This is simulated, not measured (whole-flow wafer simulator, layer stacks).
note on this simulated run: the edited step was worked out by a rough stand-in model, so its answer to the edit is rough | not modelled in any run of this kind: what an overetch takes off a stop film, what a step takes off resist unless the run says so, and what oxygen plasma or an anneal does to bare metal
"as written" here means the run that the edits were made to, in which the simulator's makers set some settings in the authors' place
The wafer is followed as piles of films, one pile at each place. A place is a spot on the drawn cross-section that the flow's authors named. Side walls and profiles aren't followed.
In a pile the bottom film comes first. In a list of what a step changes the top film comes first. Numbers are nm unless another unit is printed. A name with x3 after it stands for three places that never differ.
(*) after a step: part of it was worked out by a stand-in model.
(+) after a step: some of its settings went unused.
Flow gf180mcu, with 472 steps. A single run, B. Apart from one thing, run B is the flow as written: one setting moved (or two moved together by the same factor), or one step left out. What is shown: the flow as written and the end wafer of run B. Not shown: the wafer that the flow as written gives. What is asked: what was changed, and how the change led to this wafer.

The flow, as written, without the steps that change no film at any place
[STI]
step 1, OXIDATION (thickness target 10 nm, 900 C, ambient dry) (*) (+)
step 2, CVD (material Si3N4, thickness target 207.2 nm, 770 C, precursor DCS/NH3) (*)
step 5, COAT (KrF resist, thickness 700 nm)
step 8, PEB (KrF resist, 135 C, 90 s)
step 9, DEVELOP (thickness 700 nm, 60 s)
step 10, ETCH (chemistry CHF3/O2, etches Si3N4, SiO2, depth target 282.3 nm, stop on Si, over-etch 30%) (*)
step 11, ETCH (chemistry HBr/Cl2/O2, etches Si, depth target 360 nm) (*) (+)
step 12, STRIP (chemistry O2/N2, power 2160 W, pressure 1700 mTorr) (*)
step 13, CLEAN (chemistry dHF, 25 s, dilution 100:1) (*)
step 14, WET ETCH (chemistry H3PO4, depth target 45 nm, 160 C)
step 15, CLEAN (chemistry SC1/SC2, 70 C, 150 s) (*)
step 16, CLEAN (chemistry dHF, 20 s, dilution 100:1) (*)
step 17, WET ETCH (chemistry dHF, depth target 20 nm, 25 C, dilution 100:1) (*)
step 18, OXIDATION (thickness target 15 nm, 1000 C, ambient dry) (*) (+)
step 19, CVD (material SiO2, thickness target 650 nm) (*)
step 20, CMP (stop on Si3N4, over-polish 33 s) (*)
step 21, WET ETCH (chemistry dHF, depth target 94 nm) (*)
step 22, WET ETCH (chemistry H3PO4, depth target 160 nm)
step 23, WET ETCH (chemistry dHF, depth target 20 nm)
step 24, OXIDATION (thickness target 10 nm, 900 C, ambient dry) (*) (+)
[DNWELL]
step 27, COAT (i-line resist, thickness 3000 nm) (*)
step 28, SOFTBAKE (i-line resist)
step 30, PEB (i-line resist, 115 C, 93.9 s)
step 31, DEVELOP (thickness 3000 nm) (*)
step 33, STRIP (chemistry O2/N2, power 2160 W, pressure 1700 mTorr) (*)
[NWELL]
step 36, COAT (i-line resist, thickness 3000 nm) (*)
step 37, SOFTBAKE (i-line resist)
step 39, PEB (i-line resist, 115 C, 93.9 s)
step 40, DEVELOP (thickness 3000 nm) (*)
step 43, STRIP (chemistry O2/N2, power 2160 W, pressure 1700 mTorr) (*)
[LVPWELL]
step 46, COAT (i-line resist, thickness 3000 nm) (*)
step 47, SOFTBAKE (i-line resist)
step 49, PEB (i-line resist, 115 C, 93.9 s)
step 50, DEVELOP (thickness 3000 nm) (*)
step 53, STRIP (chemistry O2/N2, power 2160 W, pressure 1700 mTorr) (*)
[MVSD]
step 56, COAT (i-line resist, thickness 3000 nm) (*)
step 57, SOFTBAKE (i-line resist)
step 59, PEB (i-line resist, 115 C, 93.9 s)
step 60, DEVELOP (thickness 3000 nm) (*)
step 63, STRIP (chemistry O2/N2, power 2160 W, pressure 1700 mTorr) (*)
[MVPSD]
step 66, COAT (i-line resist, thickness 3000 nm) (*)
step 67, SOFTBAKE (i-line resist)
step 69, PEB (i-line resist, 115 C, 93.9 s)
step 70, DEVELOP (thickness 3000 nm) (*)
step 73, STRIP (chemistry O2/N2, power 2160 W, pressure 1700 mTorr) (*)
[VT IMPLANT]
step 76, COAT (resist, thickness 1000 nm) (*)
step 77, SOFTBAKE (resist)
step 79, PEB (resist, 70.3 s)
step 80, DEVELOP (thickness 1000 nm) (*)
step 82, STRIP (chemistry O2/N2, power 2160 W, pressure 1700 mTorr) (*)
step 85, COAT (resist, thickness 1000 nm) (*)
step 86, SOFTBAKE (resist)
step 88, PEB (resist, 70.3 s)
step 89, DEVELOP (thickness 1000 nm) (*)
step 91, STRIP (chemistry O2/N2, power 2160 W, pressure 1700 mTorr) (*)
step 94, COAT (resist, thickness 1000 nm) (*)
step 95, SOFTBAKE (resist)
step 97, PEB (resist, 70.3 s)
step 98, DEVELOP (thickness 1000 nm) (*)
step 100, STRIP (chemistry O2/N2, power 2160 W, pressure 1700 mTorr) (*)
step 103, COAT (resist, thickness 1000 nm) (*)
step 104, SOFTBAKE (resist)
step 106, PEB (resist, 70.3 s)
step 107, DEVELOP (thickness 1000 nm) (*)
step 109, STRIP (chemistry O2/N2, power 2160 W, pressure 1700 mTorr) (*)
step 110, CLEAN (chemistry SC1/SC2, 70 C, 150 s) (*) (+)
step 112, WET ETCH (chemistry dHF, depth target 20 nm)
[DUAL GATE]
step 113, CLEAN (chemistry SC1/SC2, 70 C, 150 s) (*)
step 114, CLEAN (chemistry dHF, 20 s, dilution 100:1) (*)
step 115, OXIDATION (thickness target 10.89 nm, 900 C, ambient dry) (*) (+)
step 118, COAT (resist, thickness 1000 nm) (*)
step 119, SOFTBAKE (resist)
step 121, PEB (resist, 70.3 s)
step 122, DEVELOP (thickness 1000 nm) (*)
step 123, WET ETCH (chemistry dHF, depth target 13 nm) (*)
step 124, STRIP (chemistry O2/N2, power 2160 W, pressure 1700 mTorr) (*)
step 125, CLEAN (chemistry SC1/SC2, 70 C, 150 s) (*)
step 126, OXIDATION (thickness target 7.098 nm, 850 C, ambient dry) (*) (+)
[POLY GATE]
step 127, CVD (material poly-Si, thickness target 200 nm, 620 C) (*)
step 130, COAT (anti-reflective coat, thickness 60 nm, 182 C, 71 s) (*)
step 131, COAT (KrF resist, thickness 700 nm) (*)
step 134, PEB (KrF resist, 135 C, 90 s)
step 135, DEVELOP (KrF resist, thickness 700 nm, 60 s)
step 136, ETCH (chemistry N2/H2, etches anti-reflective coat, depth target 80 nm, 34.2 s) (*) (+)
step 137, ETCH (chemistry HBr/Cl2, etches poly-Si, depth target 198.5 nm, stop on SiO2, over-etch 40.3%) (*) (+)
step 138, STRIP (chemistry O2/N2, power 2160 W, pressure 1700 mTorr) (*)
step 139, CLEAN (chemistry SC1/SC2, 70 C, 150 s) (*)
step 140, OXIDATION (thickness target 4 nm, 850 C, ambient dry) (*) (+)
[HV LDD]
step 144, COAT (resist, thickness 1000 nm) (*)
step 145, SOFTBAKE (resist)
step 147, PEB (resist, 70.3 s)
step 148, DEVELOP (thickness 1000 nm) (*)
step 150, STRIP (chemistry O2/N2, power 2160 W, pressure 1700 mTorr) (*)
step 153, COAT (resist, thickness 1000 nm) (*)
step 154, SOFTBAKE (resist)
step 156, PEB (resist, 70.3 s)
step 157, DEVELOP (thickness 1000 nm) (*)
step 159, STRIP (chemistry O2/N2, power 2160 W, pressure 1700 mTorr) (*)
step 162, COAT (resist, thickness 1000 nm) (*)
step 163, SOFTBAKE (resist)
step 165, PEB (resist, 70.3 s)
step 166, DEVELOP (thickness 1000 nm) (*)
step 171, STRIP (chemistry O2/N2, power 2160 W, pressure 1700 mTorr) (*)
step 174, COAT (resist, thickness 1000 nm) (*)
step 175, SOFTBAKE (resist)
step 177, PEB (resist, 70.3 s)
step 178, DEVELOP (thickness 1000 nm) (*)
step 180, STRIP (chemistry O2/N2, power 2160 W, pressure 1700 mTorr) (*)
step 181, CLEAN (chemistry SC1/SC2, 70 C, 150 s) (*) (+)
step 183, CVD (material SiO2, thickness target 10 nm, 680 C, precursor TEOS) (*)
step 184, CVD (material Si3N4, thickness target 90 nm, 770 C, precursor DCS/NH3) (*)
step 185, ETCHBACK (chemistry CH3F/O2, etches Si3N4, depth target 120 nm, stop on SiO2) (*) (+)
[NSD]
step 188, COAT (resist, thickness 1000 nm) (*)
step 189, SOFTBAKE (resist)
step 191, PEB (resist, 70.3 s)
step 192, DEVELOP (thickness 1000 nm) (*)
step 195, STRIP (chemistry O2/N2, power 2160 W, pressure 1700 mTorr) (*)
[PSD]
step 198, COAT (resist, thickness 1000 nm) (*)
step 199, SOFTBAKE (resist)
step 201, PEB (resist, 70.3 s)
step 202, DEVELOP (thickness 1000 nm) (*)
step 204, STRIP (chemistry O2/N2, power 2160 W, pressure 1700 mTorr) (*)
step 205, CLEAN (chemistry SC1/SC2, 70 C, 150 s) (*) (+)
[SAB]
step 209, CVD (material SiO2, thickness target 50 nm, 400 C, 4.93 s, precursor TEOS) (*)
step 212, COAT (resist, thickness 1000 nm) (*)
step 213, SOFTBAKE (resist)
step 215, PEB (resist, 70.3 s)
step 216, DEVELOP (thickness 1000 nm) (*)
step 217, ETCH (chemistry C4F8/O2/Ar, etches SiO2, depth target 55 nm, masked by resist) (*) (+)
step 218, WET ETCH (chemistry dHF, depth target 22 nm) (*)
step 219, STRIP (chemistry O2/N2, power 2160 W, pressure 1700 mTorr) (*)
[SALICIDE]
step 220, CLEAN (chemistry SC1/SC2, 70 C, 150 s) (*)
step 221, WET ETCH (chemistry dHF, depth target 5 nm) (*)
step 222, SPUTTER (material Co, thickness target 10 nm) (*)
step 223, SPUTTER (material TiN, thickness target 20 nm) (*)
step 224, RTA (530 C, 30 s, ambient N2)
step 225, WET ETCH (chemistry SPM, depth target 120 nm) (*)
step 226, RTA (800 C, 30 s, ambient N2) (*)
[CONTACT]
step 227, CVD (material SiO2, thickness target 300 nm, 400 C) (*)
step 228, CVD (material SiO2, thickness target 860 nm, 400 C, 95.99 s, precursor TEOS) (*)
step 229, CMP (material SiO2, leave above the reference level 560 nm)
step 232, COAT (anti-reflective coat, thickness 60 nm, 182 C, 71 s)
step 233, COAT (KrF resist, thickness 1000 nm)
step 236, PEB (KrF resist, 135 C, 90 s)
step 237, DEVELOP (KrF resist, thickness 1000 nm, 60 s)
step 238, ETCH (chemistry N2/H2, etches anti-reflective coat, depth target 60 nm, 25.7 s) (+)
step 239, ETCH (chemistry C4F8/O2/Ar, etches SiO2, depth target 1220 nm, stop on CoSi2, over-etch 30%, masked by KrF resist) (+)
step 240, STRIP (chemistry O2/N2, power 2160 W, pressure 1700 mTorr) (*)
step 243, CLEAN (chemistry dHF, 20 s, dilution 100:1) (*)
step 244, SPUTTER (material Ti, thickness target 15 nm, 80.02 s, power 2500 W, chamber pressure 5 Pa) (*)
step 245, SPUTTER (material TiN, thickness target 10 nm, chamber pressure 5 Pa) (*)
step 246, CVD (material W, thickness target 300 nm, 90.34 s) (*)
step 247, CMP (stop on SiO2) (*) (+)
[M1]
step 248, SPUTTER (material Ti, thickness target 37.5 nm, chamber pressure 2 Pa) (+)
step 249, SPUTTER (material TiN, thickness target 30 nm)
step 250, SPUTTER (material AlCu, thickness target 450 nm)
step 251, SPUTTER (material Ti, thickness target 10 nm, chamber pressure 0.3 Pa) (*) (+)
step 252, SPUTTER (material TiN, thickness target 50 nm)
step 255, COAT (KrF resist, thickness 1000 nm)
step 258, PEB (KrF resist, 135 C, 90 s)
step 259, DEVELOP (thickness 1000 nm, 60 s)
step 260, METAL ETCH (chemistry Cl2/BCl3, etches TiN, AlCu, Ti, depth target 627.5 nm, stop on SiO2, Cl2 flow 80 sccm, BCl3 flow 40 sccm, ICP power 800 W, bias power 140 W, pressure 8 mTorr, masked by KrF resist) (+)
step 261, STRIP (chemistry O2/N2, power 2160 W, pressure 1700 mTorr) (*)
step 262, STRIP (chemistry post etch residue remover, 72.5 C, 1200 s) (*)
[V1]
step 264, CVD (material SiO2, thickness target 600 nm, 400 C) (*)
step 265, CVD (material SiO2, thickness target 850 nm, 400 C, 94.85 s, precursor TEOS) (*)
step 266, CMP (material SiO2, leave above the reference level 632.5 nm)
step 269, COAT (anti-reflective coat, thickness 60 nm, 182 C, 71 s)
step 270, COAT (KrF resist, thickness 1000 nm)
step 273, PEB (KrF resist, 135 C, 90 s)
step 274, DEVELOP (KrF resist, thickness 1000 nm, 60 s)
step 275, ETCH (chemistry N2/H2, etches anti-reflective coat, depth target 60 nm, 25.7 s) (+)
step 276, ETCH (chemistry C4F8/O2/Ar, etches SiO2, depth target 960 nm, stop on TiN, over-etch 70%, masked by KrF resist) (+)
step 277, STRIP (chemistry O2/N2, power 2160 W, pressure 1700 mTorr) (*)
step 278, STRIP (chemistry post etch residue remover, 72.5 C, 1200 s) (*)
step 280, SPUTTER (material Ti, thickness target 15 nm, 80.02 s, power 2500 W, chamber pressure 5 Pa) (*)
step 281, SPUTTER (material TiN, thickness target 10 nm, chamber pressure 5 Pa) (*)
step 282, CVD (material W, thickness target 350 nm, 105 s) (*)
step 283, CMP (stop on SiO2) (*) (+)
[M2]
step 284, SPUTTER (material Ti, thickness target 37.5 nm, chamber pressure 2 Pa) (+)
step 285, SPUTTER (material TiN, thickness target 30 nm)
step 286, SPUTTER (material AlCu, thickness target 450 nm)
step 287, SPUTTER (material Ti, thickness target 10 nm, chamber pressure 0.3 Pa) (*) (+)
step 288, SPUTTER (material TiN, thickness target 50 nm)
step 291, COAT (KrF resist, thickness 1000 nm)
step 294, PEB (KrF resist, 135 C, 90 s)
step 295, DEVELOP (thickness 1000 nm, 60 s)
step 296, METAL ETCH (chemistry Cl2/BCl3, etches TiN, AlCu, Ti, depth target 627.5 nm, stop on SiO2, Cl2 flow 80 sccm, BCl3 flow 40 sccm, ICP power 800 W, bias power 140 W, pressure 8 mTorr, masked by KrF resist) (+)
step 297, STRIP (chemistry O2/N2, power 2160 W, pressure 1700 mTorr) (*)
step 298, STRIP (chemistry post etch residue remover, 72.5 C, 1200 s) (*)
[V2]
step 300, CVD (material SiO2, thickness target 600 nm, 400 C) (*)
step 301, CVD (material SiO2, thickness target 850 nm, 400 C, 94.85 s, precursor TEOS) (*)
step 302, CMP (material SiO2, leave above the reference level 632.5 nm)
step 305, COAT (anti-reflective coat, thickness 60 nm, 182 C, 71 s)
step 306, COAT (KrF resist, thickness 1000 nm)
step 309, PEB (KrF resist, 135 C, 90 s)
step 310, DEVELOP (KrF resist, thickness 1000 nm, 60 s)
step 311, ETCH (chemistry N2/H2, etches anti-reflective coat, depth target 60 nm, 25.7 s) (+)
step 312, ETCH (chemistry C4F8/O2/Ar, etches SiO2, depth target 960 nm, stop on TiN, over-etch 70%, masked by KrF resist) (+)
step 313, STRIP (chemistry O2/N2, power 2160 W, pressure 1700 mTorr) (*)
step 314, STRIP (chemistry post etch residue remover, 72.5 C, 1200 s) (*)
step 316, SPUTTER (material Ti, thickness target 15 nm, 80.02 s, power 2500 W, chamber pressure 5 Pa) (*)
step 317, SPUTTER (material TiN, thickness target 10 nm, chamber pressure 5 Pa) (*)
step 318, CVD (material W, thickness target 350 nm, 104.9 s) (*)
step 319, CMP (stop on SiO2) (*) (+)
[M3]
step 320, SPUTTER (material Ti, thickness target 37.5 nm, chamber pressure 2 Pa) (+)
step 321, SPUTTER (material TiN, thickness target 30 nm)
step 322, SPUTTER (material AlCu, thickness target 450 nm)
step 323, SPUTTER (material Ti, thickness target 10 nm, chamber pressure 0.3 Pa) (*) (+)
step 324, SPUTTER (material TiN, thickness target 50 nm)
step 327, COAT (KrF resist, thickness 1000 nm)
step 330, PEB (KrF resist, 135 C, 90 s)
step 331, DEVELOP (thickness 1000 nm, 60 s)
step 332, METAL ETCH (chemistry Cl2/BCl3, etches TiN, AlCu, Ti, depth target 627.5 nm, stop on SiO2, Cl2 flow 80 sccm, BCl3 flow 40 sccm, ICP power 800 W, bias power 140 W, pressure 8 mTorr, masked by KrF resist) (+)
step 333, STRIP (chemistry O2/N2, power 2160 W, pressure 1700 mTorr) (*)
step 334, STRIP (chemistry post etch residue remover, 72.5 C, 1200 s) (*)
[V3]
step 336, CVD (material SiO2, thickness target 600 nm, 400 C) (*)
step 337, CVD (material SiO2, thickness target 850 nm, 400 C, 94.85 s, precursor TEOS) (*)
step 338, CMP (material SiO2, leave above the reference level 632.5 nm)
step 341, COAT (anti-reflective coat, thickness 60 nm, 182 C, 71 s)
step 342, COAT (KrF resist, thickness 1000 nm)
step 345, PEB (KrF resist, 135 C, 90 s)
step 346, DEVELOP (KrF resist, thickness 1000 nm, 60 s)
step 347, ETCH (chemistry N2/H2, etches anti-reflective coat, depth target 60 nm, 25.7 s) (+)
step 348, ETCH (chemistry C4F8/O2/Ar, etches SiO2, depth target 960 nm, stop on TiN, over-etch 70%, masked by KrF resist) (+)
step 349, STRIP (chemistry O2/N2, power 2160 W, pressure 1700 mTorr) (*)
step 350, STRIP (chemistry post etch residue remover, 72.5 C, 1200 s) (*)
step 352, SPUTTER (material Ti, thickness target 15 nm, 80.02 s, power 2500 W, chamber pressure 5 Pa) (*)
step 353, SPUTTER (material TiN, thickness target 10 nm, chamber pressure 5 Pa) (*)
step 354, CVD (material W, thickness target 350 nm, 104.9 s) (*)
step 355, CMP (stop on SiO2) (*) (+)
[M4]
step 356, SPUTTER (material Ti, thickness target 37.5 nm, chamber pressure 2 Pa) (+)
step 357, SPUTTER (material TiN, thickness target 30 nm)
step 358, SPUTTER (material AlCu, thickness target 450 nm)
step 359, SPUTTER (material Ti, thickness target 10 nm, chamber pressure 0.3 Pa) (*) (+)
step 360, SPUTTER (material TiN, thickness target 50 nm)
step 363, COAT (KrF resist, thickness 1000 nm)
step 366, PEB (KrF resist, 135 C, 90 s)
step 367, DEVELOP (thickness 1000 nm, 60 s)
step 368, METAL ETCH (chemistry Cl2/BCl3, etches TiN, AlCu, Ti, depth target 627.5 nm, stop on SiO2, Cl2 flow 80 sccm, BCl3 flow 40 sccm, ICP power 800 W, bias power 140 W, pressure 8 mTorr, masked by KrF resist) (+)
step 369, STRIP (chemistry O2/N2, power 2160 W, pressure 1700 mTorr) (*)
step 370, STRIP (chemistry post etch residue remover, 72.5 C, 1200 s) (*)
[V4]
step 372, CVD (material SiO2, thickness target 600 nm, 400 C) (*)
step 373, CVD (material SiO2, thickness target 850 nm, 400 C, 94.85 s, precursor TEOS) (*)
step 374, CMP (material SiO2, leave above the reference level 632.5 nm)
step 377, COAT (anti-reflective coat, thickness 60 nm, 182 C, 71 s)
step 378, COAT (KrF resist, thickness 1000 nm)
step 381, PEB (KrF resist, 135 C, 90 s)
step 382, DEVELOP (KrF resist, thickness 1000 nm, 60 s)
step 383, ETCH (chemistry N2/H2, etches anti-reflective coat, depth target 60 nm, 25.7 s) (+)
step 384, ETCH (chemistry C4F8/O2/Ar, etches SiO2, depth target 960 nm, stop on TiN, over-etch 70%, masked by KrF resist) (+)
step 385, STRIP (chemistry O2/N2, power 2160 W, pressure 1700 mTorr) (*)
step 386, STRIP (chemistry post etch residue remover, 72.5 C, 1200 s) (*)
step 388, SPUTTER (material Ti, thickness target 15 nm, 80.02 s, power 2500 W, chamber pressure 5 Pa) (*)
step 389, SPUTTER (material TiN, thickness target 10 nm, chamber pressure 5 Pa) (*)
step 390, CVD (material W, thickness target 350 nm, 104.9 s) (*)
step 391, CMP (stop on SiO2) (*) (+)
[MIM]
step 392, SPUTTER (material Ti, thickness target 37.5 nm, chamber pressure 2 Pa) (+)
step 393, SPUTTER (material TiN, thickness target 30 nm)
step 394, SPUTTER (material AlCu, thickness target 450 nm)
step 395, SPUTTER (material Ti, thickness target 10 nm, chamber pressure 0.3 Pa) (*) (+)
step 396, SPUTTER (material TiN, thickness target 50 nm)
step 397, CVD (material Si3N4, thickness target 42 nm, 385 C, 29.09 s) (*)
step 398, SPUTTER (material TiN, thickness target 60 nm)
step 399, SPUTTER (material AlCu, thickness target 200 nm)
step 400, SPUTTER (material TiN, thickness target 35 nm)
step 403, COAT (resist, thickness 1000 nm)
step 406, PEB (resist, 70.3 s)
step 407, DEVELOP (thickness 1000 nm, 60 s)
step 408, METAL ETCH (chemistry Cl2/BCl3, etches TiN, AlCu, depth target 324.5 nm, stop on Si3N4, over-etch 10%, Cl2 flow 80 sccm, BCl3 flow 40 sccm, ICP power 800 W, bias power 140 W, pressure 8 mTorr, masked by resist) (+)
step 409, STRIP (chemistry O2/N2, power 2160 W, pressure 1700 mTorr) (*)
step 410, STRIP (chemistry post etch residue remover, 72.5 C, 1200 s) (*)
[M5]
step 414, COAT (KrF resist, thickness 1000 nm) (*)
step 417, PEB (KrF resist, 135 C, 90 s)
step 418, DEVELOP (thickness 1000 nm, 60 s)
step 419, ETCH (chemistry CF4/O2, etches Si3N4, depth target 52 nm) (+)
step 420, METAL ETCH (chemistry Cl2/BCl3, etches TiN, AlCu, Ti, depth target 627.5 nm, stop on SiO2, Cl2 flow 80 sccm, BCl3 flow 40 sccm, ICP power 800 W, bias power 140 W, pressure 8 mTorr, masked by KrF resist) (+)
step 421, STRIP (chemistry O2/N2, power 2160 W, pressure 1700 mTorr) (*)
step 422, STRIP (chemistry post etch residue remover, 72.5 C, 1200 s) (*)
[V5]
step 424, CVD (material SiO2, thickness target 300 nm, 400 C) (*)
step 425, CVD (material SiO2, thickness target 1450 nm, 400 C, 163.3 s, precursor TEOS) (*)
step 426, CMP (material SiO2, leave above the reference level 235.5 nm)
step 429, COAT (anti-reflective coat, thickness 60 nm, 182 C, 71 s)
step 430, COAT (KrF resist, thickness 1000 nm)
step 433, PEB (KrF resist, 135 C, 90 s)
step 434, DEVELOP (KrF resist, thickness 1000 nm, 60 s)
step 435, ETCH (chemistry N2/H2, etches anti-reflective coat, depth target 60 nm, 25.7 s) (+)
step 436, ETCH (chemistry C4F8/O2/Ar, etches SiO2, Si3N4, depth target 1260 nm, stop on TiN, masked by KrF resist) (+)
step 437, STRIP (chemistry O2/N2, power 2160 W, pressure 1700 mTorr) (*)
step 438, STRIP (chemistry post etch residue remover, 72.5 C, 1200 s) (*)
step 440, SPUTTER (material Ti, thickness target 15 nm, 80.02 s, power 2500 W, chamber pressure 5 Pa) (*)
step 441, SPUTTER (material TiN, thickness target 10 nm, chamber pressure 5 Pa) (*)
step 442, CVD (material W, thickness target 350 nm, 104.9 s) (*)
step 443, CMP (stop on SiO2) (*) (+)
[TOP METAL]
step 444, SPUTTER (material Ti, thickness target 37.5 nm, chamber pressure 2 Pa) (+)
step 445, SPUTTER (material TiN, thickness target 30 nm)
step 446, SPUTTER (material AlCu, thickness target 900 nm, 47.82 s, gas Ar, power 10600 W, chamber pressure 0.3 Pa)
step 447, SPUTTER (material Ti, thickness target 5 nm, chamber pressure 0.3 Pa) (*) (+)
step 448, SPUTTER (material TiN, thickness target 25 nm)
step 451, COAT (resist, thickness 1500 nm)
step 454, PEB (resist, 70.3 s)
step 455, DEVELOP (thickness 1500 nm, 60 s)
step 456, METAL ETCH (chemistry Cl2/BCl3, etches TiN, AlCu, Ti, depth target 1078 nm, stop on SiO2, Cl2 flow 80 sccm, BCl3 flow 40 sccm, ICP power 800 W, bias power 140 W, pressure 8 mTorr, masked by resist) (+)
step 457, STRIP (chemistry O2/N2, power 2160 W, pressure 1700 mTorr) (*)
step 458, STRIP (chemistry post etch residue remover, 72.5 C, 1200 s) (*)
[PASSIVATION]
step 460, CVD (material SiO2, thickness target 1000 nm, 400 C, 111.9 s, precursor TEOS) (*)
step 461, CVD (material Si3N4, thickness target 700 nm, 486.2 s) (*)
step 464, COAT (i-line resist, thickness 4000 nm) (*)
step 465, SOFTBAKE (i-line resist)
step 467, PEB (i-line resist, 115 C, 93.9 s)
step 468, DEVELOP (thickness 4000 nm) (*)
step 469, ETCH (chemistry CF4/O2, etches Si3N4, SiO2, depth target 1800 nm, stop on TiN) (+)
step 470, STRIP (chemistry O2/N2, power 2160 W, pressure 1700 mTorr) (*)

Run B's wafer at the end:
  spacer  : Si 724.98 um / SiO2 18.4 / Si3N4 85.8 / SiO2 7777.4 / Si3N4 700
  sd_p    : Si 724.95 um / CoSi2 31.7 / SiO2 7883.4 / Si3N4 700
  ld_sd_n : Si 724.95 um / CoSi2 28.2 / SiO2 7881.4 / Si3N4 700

Cause: step 183, CVD: thickness target 11.2 nm was run, though the flow has thickness target 10 nm.

How this came from the change, step by step:
  step 183, CVD (material SiO2, thickness target 10 nm, 680 C, precursor TEOS) (*)
      field, field__w1, field__w2 and 99 more: SiO2 gains 11.2 (in the flow as written it would be: SiO2 gains 10)
      ld_drift_p: SiO2 gains 11.1 (in the flow as written it would be: SiO2 gains 9.87)
      (and at 1 other place as well)
  step 189, SOFTBAKE (resist)
      field__w9: resist loses 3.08 (in the flow as written it would be: resist gains 6.92)
      nw_enc_fld_lv__w3: resist loses 1.6 (in the flow as written it would be: resist gains 2.11)
  step 199, SOFTBAKE (resist)
      field__w9: resist loses 3.08 (in the flow as written it would be: resist gains 6.92)
      nw_enc_fld_lv__w3: resist loses 1.6 (in the flow as written it would be: resist gains 2.11)
  step 218, WET ETCH (chemistry dHF, depth target 22 nm) (*)
      gate, gate_hv, gate_p and 23 more: SiO2 loses 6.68 (all of it) (in the flow as written it would be: SiO2 loses 5.48 (all of it))
      active, p_well, sd_n, iso_ptap_pw, iso_ntap_nw, iso_ptap_sub, vpnp_e: SiO2 loses 10.2 (all of it) (in the flow as written it would be: SiO2 loses 9.01 (all of it))
      (and at 16 other places as well)
